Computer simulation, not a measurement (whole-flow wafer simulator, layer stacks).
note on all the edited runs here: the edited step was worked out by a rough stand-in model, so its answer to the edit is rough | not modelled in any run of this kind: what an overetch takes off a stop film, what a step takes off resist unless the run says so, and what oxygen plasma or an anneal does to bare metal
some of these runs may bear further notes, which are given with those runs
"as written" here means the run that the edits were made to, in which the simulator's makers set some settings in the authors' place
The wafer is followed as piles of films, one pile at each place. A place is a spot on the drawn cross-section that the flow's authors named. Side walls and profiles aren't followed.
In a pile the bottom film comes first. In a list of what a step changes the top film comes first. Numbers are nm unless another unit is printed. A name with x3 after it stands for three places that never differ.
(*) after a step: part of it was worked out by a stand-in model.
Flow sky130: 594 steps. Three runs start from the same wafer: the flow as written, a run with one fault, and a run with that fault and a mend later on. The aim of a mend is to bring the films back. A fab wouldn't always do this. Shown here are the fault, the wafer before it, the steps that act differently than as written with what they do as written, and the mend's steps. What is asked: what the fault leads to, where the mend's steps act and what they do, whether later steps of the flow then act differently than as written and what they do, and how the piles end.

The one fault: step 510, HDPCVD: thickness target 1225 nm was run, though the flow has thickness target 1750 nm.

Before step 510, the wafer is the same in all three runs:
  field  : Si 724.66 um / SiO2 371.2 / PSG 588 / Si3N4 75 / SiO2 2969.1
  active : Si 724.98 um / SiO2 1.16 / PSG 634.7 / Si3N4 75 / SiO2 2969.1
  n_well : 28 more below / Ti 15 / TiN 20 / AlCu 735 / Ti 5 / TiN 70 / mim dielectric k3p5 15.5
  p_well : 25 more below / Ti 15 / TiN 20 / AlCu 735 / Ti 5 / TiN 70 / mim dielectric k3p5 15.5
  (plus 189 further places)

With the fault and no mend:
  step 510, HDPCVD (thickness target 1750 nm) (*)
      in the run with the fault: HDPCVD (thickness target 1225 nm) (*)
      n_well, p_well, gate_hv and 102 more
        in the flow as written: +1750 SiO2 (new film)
        in the run with the fault: +1225 SiO2 (new film)
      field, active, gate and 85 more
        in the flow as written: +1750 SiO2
        in the run with the fault: +1225 SiO2
  Steps further on in the flow that do not act as written (22 other steps are not shown; they differ only slightly, by no more than 2% or 0.5 nm, whichever is larger):
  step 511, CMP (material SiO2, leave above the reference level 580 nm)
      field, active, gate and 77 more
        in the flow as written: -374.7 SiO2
        in the run with the fault: nothing
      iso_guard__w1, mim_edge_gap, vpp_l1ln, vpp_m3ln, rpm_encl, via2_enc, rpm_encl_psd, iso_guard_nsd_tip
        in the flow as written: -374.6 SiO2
        in the run with the fault: nothing
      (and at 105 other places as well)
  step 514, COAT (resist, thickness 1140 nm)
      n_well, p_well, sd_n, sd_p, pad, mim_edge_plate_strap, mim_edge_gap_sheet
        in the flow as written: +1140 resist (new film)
        in the run with the fault: +990.6 resist (new film)
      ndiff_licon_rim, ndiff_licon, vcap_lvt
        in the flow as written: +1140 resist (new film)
        in the run with the fault: +1067.3 resist (new film)
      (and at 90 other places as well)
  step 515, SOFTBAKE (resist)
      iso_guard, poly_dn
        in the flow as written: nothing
        in the run with the fault: +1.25 resist
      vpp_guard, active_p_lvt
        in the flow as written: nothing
        in the run with the fault: +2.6 resist
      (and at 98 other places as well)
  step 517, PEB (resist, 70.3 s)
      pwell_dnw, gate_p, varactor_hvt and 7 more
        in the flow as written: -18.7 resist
        in the run with the fault: -17.1 resist
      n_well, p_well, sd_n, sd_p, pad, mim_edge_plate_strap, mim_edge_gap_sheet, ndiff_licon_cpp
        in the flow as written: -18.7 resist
        in the run with the fault: -15.7 resist
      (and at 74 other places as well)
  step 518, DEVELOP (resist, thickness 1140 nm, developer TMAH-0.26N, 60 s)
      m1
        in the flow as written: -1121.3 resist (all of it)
        in the run with the fault: -1022.7 resist (all of it)
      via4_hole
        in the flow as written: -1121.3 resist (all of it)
        in the run with the fault: -1007.3 resist (all of it)
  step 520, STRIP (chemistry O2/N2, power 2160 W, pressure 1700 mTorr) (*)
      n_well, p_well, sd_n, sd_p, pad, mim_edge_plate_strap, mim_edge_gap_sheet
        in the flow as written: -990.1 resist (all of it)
        in the run with the fault: -843.7 resist (all of it)
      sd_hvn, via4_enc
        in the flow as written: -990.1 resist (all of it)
        in the run with the fault: -872.9 resist (all of it)
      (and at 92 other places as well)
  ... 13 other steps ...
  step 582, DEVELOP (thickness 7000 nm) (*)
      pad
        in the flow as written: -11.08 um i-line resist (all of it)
        in the run with the fault: -11.1 um i-line resist (all of it)
  By the end, the piles at field, active, gate and 86 more depart from the flow's by more than 2% or 0.5 nm, whichever is larger.
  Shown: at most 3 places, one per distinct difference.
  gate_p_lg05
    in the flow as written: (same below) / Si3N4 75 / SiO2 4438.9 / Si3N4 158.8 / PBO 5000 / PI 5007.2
    in the run with the fault: (same below) / Si3N4 75 / SiO2 4194.1 / TiN 20 / W 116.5 / SiO2 125.2 / Si3N4 158.8 / PBO 5000 / PI 5005.1
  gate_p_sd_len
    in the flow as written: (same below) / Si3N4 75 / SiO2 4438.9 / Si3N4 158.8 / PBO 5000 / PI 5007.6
    in the run with the fault: (same below) / Si3N4 75 / SiO2 4194.1 / TiN 20 / W 116.5 / SiO2 125.2 / Si3N4 158.8 / PBO 5000 / PI 5005.1
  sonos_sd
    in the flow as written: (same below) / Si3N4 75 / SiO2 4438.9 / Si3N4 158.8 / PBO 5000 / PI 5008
    in the run with the fault: (same below) / Si3N4 75 / SiO2 4194.1 / TiN 20 / W 116.5 / SiO2 125.2 / Si3N4 158.8 / PBO 5000 / PI 5001.8

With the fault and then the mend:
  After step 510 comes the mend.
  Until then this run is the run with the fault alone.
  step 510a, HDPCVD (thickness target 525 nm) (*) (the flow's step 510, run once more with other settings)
      field, active, n_well and 190 more
        +525 SiO2
  Every later step of the flow that is run acts as written at every place that is followed.
  By the end, the piles equal the flow's at every place that both follow.
